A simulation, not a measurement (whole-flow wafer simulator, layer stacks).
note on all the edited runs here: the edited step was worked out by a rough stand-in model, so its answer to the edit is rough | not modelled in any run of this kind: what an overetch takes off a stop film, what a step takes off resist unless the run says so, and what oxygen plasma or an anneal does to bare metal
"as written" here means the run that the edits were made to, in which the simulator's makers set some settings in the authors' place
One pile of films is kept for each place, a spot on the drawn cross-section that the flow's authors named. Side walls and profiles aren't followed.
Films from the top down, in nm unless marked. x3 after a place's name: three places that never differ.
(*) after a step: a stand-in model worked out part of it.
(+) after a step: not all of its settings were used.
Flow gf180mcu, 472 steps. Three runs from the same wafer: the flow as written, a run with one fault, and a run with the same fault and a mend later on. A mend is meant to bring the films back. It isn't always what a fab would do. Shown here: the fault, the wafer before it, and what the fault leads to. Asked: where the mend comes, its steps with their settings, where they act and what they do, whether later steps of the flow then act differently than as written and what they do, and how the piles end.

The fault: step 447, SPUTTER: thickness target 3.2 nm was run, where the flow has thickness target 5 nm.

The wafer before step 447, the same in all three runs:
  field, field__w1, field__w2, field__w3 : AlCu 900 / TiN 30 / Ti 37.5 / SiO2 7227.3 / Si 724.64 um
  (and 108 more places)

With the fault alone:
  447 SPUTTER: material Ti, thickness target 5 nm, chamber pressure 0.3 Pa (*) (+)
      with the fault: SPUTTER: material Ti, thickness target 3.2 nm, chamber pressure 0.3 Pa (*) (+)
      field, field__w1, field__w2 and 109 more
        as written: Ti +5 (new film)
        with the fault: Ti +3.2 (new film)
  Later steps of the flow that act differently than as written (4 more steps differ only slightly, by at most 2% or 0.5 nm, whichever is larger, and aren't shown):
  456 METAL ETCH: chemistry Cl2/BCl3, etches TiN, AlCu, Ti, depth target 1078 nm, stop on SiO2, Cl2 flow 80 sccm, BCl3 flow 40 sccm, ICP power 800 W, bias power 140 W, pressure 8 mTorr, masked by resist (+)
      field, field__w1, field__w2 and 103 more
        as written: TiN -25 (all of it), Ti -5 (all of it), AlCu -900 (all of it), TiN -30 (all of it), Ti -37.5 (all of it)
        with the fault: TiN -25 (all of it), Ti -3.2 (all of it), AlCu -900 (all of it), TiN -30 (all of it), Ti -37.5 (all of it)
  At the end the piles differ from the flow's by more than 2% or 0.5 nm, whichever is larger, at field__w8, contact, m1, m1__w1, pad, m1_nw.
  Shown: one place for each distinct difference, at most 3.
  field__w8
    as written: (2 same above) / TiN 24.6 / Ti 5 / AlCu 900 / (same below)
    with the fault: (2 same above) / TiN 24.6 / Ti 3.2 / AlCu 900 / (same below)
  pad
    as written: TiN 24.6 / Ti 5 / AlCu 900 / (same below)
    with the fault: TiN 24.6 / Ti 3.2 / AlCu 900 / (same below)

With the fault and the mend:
  The mend comes after step 447.
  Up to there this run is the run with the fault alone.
  447a SPUTTER: material Ti, thickness target 1.8 nm, chamber pressure 0.3 Pa (*) (+) (the flow's step 447 once more, with other settings)
      field, field__w1, field__w2 and 109 more
        Ti +1.8
  No later step of the flow acts differently than as written at any place that is followed.
  At the end the piles are the same as the flow's at every place that both follow.
